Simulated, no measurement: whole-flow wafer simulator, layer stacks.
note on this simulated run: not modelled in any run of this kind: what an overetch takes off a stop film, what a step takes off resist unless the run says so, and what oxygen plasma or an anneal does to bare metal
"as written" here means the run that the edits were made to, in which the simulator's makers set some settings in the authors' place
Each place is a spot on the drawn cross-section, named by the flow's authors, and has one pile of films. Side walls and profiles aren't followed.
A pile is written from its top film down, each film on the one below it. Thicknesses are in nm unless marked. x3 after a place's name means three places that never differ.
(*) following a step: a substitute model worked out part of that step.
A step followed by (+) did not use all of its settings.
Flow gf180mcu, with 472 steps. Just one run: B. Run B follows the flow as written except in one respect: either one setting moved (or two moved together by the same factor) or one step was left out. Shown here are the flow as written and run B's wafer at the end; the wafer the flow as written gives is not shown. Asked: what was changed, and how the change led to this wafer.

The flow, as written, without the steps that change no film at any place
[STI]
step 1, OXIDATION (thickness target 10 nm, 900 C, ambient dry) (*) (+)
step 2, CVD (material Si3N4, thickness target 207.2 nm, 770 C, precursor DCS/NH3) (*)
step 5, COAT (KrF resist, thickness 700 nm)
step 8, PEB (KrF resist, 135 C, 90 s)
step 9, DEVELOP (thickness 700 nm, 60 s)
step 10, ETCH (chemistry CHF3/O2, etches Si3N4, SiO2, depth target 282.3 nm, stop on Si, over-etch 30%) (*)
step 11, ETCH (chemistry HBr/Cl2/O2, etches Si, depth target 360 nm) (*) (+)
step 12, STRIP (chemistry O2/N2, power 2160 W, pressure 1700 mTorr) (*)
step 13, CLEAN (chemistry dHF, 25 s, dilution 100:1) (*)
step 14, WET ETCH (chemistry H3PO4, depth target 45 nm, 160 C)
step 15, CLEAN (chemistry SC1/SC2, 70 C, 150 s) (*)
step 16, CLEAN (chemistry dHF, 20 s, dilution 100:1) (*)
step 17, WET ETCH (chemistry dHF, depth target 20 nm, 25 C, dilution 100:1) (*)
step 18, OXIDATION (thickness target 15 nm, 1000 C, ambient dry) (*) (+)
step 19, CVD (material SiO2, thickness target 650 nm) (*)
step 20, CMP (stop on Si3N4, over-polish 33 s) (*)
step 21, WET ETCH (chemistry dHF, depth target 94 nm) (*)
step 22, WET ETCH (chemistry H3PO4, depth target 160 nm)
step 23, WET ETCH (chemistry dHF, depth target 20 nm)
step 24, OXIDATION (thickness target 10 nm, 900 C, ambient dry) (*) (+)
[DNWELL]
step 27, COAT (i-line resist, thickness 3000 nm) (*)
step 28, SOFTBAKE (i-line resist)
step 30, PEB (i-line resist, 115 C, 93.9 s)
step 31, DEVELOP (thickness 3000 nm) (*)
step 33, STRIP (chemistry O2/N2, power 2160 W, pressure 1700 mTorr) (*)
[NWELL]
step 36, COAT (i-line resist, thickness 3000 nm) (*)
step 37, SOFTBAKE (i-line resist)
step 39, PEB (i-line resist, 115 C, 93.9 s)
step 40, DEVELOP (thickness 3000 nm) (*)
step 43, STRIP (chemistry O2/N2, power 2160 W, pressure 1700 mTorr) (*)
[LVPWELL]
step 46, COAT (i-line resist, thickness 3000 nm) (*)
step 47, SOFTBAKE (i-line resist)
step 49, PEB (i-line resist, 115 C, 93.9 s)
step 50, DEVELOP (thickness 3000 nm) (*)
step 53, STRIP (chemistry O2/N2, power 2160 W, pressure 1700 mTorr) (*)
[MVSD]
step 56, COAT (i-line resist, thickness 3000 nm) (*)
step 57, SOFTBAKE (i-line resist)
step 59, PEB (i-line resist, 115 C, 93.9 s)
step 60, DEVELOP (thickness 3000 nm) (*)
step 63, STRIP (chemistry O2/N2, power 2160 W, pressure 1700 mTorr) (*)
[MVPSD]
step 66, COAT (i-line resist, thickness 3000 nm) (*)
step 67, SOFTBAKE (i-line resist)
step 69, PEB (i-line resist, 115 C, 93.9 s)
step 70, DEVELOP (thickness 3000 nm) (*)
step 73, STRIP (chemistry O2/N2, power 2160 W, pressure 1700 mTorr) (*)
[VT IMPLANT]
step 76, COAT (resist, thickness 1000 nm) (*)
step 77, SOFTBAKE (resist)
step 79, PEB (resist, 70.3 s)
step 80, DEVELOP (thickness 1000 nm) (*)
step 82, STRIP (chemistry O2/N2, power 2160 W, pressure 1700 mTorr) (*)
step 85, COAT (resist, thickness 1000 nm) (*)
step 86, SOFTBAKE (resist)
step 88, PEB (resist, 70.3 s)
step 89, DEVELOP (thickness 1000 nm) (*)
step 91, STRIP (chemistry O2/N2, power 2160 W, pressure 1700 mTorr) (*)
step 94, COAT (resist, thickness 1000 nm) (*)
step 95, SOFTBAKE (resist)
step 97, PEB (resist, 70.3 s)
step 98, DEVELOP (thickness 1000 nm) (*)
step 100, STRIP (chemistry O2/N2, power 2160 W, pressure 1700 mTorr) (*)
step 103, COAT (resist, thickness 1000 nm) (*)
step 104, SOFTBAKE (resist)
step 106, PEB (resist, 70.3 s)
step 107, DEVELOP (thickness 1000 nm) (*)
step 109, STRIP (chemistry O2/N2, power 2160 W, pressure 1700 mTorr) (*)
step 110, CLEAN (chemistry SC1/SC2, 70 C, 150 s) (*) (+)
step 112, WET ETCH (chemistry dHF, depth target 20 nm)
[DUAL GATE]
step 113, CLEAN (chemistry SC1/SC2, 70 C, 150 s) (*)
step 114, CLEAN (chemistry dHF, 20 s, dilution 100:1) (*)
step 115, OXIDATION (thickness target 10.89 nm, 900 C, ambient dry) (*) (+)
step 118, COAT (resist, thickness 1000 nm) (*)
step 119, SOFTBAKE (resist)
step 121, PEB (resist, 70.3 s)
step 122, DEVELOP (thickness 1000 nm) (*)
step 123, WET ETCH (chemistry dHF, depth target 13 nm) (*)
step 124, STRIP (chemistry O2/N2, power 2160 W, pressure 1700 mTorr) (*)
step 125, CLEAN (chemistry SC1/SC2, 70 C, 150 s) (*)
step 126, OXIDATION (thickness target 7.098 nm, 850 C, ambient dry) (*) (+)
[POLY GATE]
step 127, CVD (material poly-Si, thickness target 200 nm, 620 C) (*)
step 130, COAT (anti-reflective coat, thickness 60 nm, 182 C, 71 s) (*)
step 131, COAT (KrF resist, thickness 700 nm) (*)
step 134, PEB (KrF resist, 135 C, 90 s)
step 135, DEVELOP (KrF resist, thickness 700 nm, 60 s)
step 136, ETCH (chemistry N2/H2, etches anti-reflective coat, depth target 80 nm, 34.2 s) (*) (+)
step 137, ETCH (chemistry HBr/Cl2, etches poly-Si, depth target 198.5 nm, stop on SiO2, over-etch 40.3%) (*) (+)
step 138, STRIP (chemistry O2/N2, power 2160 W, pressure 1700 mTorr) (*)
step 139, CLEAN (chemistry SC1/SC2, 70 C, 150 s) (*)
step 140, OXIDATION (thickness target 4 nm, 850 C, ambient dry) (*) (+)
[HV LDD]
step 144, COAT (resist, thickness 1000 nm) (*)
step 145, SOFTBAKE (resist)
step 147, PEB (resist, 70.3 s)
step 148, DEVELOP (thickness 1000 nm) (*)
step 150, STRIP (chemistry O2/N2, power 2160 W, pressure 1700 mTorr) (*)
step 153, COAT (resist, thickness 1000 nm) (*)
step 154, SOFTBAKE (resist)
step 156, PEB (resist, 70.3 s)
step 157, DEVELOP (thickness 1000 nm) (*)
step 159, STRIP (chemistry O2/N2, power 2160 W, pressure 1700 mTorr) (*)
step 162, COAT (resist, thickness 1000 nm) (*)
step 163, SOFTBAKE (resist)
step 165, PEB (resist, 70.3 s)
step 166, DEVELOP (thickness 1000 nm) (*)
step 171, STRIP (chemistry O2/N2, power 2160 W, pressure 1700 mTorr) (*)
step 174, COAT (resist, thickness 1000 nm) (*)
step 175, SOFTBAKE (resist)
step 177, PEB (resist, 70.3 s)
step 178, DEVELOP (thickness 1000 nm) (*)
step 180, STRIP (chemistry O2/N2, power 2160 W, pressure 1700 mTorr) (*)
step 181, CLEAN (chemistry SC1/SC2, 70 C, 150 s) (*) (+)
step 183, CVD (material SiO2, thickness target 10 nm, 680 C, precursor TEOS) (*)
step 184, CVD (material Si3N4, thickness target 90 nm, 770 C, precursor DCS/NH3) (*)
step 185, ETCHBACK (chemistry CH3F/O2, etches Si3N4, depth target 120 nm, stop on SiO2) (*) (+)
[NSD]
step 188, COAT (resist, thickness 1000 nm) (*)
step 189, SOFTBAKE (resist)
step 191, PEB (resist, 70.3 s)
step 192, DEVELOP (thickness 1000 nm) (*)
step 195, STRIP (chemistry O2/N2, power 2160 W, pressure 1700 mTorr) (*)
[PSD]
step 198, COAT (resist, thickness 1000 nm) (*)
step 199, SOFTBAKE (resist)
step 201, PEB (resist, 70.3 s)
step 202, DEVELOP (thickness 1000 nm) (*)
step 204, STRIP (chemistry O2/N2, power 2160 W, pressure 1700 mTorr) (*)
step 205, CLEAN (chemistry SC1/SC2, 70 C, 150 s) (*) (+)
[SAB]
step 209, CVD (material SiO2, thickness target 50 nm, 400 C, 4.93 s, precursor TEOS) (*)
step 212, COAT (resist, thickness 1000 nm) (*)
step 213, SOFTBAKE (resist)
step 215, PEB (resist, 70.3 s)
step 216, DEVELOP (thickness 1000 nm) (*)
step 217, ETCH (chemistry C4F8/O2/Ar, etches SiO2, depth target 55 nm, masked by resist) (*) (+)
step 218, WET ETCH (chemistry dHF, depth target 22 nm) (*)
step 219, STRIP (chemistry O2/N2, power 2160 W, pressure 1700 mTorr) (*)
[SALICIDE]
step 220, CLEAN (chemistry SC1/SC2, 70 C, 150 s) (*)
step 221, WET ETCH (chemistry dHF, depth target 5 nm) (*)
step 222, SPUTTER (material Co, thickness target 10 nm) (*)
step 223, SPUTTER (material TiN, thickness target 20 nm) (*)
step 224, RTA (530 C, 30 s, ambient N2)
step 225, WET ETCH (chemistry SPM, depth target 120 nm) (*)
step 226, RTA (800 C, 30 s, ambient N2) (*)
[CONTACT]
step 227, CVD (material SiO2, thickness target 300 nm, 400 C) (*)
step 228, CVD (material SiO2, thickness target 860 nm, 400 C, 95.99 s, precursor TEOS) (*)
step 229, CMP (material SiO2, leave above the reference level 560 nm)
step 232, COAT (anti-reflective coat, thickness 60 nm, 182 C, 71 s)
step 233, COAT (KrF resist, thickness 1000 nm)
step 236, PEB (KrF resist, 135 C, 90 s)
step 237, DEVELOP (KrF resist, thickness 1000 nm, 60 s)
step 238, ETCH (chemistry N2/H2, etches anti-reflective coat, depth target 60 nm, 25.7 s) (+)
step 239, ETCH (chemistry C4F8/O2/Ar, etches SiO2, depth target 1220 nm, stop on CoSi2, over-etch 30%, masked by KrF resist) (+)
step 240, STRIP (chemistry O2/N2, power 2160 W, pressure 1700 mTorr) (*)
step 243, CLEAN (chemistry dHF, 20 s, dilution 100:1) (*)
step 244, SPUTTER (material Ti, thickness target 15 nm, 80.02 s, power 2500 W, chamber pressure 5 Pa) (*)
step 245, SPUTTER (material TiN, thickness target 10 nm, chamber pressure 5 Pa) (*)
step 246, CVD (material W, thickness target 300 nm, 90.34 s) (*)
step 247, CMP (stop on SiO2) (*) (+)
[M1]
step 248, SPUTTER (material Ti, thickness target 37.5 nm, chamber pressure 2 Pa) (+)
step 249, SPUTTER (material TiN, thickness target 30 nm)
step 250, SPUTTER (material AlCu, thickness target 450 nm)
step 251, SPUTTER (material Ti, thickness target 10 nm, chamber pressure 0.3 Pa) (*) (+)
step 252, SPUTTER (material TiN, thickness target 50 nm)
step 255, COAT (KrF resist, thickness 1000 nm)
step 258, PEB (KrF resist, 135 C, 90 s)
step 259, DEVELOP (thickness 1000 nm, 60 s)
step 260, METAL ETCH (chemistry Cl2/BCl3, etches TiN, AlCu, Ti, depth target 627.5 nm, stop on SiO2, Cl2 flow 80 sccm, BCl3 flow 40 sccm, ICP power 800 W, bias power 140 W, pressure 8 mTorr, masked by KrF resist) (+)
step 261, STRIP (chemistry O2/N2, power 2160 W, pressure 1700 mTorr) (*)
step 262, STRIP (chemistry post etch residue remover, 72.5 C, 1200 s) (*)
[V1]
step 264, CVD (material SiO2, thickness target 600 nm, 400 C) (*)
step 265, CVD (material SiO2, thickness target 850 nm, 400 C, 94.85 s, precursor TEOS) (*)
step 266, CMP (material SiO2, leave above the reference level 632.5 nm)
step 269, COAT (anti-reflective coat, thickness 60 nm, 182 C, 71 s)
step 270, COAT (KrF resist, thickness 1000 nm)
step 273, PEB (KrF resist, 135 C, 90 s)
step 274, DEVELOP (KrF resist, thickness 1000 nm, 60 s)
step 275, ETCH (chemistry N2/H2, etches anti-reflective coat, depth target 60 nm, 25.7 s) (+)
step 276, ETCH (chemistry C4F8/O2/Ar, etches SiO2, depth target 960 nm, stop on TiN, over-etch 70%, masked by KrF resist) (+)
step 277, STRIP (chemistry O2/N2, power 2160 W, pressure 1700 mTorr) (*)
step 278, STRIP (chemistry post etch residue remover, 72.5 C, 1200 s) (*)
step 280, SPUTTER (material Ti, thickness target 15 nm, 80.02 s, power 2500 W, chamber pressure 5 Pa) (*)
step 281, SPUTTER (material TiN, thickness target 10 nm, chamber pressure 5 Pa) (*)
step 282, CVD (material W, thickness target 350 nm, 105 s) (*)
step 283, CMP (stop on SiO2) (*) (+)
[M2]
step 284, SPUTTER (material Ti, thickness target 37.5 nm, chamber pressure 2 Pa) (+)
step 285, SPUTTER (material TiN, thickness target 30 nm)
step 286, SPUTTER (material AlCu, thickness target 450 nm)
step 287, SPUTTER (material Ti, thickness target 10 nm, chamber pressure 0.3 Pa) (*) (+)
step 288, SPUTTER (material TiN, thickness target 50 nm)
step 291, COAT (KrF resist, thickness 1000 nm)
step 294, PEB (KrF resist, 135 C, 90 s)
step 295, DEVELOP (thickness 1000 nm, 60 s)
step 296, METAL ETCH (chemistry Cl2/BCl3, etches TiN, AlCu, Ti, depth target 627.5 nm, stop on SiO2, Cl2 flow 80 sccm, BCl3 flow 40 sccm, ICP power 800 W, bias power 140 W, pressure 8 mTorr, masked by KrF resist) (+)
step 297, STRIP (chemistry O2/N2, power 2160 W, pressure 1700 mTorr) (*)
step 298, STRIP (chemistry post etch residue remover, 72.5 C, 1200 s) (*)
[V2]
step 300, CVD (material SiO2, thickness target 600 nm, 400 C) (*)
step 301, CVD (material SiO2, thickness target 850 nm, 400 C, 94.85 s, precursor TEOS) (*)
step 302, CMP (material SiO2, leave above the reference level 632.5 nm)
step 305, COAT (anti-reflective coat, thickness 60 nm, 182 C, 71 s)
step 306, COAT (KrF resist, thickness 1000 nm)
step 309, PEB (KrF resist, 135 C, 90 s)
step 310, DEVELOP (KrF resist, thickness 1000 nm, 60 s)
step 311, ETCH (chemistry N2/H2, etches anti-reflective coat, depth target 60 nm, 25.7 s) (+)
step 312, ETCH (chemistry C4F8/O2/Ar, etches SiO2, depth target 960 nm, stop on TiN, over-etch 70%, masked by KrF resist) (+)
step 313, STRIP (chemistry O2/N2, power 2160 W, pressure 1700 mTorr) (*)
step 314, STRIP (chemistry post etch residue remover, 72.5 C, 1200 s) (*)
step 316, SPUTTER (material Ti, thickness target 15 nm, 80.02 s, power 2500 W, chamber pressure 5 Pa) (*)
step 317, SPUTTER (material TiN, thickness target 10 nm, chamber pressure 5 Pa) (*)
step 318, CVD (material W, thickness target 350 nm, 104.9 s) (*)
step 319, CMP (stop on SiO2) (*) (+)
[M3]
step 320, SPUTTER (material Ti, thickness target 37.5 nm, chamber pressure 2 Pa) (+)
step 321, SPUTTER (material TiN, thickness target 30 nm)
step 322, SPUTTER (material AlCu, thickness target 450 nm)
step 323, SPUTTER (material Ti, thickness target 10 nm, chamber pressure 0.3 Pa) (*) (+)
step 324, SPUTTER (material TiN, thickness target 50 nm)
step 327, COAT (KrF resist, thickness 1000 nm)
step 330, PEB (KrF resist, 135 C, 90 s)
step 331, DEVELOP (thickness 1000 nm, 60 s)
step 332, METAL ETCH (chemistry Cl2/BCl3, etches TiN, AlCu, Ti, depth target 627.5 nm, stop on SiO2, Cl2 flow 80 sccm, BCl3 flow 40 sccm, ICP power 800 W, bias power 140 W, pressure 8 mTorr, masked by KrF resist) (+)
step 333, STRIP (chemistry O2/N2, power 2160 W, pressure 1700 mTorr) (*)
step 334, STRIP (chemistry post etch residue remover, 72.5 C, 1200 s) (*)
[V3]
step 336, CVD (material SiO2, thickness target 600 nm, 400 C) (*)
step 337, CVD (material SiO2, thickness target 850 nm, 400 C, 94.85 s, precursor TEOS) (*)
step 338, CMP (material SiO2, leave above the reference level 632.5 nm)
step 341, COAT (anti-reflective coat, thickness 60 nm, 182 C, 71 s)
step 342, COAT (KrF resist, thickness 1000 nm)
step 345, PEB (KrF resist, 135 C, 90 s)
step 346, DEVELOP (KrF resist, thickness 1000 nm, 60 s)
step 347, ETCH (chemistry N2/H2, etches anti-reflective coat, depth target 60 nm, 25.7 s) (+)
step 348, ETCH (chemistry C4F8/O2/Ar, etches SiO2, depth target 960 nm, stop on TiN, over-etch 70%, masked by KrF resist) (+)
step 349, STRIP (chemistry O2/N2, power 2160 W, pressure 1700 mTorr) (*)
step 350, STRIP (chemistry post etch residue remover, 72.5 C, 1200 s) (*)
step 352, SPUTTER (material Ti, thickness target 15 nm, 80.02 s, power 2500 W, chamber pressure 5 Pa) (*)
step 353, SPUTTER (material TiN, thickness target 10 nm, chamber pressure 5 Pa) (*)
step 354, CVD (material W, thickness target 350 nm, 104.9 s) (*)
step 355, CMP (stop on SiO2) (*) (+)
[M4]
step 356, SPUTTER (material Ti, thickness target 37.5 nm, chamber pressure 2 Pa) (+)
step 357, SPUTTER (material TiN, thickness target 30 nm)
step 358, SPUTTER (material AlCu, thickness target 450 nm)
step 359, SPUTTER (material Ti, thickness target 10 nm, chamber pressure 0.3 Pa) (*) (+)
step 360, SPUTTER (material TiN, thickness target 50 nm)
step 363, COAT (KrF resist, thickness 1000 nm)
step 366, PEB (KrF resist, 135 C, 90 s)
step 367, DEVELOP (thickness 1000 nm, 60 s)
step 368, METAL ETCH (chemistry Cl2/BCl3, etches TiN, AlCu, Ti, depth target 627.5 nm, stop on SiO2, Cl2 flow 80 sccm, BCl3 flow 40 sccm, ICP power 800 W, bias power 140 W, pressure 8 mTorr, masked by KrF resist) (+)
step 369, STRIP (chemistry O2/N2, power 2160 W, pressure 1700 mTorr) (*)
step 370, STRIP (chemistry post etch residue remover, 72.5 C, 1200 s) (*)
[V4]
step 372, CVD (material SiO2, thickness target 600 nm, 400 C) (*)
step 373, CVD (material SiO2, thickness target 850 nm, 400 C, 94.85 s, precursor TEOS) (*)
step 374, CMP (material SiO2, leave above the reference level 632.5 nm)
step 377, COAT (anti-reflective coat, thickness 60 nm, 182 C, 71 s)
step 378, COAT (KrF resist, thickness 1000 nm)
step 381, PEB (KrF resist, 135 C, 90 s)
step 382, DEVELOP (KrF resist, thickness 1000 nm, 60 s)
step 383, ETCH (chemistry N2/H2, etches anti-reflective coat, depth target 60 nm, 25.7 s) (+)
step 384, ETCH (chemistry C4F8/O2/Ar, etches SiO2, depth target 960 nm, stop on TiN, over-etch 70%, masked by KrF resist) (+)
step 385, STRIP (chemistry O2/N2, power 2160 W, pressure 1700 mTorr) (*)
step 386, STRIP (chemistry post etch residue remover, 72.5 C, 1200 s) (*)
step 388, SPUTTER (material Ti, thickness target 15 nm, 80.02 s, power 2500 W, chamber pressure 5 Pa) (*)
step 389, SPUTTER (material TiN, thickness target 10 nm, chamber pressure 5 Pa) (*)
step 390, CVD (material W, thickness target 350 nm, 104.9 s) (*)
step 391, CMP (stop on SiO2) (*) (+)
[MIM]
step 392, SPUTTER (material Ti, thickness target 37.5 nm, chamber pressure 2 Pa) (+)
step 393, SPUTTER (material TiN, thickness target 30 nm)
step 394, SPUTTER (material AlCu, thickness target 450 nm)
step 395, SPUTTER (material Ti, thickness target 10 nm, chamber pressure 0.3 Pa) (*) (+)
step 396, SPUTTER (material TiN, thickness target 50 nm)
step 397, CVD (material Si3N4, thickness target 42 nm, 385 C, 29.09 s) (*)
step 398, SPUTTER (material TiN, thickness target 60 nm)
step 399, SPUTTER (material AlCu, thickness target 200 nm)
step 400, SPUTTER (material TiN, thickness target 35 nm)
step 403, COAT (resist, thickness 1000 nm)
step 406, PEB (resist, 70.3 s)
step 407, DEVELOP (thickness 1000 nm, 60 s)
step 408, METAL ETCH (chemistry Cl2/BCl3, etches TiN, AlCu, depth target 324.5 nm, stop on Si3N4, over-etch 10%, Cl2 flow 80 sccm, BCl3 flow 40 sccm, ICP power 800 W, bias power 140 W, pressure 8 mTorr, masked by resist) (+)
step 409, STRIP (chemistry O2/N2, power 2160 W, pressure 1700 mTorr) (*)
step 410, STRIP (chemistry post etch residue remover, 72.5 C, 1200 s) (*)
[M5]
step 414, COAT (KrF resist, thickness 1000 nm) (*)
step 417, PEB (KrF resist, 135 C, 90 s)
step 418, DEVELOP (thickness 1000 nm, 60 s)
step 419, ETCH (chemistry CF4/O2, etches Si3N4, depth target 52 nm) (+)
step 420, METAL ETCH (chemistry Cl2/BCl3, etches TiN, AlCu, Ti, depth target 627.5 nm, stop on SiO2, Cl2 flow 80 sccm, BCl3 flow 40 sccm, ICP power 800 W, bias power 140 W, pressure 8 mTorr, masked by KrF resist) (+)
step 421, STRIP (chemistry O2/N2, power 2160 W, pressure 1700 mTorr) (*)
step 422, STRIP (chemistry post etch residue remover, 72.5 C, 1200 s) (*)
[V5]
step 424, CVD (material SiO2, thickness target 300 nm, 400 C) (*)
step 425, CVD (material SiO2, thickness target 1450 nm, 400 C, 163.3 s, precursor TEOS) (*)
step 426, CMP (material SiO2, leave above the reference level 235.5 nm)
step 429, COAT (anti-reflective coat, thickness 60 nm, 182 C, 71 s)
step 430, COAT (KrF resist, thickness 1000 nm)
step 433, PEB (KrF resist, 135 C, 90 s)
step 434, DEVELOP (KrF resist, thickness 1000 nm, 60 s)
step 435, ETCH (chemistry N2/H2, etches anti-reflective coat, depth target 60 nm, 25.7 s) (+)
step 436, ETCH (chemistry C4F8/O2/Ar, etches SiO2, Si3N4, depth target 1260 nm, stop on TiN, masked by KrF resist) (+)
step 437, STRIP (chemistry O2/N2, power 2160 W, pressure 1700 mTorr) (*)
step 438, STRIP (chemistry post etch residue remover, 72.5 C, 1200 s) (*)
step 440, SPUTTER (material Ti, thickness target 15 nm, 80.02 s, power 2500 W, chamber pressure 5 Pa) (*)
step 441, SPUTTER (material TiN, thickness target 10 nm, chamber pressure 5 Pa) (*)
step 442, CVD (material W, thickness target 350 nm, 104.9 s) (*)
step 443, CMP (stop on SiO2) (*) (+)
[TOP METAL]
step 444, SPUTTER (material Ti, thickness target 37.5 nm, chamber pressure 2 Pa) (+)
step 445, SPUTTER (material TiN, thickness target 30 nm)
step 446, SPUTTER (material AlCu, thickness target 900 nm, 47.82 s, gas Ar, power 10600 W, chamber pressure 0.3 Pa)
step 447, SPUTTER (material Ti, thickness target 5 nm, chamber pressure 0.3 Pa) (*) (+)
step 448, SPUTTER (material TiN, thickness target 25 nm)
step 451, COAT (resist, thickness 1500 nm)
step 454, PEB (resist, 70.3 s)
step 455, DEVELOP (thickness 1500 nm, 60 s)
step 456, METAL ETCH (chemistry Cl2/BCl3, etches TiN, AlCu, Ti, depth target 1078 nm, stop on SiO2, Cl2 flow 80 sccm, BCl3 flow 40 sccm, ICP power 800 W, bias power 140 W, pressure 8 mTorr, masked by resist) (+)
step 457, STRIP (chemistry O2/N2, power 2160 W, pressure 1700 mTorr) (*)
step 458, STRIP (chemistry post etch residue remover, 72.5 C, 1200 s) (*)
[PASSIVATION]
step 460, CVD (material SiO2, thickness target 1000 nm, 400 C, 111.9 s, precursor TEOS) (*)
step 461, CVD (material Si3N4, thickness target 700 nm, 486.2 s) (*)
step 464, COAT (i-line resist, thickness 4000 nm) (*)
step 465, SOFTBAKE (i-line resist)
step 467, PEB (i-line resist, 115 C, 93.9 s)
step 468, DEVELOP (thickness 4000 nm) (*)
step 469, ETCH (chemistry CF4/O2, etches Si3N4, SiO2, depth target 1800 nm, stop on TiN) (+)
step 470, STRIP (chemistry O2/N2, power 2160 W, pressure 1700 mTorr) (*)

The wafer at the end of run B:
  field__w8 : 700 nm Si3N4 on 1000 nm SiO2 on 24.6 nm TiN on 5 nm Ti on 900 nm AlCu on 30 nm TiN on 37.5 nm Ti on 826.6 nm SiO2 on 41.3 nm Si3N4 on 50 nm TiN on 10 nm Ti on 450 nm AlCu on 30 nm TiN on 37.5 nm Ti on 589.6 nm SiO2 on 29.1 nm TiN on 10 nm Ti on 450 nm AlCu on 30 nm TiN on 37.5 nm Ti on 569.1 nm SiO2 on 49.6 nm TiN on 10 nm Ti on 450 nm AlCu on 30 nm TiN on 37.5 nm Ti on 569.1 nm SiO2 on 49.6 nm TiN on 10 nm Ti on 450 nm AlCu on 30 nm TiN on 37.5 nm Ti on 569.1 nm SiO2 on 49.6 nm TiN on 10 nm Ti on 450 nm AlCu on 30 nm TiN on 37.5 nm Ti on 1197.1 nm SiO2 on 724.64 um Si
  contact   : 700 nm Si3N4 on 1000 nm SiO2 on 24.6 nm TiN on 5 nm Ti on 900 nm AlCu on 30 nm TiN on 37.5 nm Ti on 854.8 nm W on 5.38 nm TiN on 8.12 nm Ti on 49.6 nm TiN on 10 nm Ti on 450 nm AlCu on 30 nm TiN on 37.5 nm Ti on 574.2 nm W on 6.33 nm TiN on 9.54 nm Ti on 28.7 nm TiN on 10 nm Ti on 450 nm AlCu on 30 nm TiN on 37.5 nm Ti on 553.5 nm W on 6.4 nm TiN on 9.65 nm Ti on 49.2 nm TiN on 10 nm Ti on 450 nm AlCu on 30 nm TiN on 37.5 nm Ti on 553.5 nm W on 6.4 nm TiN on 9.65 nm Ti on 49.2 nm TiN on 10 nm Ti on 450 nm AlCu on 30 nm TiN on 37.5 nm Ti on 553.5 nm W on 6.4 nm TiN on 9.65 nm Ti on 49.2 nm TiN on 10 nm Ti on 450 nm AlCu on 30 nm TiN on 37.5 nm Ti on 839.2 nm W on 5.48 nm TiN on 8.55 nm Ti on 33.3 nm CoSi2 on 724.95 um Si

What caused this: step 360, SPUTTER: thickness target 29.5 nm was run, whereas the flow has thickness target 50 nm.

The path from the change to this, step by step:
  step 360, SPUTTER (material TiN, thickness target 50 nm)
      field, field__w1, field__w2 and 108 more: TiN gains 29.5 (new film) (it would be, as written: TiN gains 50 (new film))
  step 368, METAL ETCH (chemistry Cl2/BCl3, etches TiN, AlCu, Ti, depth target 627.5 nm, stop on SiO2, Cl2 flow 80 sccm, BCl3 flow 40 sccm, ICP power 800 W, bias power 140 W, pressure 8 mTorr, masked by KrF resist) (+)
      field, field__w1, field__w2 and 103 more: TiN loses 29.5 (all of it), Ti loses 10 (all of it), AlCu loses 450 (all of it), TiN loses 30 (all of it), Ti loses 37.5 (all of it) (it would be, as written: TiN loses 50 (all of it), Ti loses 10 (all of it), AlCu loses 450 (all of it), TiN loses 30 (all of it), Ti loses 37.5 (all of it))
  step 374, CMP (material SiO2, leave above the reference level 632.5 nm)
      field__w8, contact, m1, m1__w1, m1_nw: SiO2 loses 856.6 (it would be, as written: SiO2 loses 877.1)
  step 384, ETCH (chemistry C4F8/O2/Ar, etches SiO2, depth target 960 nm, stop on TiN, over-etch 70%, masked by KrF resist) (+)
      contact: SiO2 loses 593 (all of it) (it would be, as written: SiO2 loses 572.5 (all of it))
  step 390, CVD (material W, thickness target 350 nm, 104.9 s) (*)
      contact: W gains 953 (new film) (it would be, as written: W gains 932.3 (new film))
